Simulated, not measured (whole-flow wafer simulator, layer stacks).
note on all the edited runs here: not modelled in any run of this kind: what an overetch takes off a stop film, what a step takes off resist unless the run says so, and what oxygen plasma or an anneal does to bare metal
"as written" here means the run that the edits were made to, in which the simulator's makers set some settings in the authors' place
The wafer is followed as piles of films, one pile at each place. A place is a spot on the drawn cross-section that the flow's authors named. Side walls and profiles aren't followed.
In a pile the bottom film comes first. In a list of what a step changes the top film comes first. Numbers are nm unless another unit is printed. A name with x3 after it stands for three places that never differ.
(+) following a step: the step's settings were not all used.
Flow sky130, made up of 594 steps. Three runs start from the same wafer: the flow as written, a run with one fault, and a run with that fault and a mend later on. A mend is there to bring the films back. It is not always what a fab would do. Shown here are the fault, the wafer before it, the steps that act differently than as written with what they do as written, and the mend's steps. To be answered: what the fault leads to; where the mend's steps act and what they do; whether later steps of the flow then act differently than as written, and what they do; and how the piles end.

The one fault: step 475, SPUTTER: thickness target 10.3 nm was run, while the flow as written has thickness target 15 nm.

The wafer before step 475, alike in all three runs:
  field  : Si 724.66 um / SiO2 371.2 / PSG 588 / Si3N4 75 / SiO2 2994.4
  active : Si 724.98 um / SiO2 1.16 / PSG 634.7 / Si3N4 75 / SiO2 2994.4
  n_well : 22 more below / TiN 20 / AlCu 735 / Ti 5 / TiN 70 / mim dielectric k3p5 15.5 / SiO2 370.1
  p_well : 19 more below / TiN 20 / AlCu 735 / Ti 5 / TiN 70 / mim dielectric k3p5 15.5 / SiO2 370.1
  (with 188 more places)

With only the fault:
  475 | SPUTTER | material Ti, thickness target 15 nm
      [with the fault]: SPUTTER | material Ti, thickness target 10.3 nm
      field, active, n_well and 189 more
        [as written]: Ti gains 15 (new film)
        [with the fault]: Ti gains 10.3 (new film)
  Steps further on in the flow that do not act as written (14 more steps, not shown, differ only slightly: by at most 2% or 0.5 nm, whichever is larger):
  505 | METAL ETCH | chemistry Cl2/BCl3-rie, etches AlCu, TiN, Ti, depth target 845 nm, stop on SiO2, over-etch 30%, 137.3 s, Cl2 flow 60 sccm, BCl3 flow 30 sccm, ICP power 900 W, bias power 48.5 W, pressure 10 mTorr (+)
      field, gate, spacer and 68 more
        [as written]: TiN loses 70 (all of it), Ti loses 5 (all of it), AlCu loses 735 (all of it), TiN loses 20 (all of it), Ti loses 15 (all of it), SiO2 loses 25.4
        [with the fault]: TiN loses 70 (all of it), Ti loses 5 (all of it), AlCu loses 735 (all of it), TiN loses 20 (all of it), Ti loses 10.3 (all of it), SiO2 loses 25.8
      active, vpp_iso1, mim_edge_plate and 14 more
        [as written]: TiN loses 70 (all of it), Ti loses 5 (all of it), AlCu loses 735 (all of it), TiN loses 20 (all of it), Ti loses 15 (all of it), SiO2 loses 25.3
        [with the fault]: TiN loses 70 (all of it), Ti loses 5 (all of it), AlCu loses 735 (all of it), TiN loses 20 (all of it), Ti loses 10.3 (all of it), SiO2 loses 25.8
  The piles end different from the flow's at n_well, p_well, gate_hv and 102 more by more than 2% or 0.5 nm, whichever is larger.
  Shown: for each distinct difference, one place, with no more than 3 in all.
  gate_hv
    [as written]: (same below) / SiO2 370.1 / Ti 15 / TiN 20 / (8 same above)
    [with the fault]: (same below) / SiO2 370.1 / Ti 10.3 / TiN 20 / (8 same above)
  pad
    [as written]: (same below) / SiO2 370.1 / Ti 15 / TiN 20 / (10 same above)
    [with the fault]: (same below) / SiO2 370.1 / Ti 10.3 / TiN 20 / (10 same above)
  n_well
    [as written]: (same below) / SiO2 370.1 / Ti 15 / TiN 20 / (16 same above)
    [with the fault]: (same below) / SiO2 370.1 / Ti 10.3 / TiN 20 / (16 same above)

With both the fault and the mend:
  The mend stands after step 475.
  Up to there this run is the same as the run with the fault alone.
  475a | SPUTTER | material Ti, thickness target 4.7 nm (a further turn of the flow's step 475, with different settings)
      field, active, n_well and 189 more
        Ti gains 4.7
  None of the later steps of the flow acts differently than as written at any place that is followed.
  The piles end the same as the flow's at every place that both follow.
